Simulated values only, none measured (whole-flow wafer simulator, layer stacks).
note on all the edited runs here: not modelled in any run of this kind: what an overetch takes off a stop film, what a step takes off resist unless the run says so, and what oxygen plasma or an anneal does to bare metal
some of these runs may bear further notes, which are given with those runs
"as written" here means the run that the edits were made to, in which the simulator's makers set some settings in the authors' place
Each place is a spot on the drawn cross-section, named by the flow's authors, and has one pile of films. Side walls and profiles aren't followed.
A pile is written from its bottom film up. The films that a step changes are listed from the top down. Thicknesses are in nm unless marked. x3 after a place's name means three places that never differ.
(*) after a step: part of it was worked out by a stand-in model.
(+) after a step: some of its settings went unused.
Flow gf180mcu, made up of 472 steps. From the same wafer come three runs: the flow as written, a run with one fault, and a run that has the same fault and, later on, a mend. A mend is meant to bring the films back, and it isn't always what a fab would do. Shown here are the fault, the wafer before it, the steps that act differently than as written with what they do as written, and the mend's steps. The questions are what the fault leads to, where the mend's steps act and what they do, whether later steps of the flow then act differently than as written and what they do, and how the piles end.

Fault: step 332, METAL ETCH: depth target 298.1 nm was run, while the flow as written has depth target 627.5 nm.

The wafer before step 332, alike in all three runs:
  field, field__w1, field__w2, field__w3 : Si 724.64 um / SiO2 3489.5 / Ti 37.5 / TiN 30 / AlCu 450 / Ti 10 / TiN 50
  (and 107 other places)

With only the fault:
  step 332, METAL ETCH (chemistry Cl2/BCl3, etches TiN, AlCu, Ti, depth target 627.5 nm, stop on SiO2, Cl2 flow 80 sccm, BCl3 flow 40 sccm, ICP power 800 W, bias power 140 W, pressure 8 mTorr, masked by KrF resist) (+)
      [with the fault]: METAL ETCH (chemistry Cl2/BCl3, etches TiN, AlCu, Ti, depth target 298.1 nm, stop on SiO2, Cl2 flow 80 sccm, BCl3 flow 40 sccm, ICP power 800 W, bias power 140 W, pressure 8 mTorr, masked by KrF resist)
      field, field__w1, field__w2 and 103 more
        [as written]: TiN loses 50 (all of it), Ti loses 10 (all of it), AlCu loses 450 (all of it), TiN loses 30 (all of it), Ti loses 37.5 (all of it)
        [with the fault]: TiN loses 50 (all of it), Ti loses 10 (all of it), AlCu loses 238.1
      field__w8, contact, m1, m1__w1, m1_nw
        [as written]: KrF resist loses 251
        [with the fault]: KrF resist loses 119.2
  Later steps of the flow acting differently than as written:
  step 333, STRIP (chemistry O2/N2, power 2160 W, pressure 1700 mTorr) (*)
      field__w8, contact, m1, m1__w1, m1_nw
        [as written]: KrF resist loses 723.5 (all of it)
        [with the fault]: KrF resist loses 855.3 (all of it)
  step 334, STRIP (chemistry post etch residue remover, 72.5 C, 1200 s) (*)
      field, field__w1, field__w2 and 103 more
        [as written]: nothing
        [with the fault]: AlCu loses 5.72
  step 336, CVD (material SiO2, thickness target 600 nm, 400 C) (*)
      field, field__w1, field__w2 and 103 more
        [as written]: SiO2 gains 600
        [with the fault]: SiO2 gains 600 (new film)
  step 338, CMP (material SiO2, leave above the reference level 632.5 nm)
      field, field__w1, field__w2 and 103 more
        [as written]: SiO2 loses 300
        [with the fault]: SiO2 loses 573.7
  The piles end different from the flow's at field, field__w1, field__w2 and 104 more by more than 2% or 0.5 nm, whichever is larger.
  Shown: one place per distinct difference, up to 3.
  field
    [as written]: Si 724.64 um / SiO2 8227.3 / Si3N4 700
    [with the fault]: Si 724.64 um / SiO2 3489.5 / Ti 37.5 / TiN 30 / AlCu 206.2 / SiO2 4464.1 / Si3N4 700
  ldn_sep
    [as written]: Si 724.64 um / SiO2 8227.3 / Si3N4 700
    [with the fault]: Si 724.64 um / SiO2 3489.4 / Ti 37.5 / TiN 30 / AlCu 206.2 / SiO2 4464.1 / Si3N4 700
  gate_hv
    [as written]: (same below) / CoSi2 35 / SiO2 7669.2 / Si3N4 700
    [with the fault]: (same below) / CoSi2 35 / SiO2 2931.3 / Ti 37.5 / TiN 30 / AlCu 206.2 / SiO2 4464.1 / Si3N4 700

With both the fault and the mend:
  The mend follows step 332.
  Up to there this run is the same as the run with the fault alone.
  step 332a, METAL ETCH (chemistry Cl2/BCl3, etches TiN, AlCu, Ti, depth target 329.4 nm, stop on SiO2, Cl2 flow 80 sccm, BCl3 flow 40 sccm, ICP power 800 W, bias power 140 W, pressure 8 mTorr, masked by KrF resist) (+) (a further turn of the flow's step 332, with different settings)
      field, field__w1, field__w2 and 103 more
        AlCu loses 211.9 (all of it), TiN loses 30 (all of it), Ti loses 37.5 (all of it)
      field__w8, contact, m1, m1__w1, m1_nw
        KrF resist loses 131.8
  Every later step of the flow that is run acts as written at every place that is followed.
  At every place that both follow, the piles at the end match the flow's.
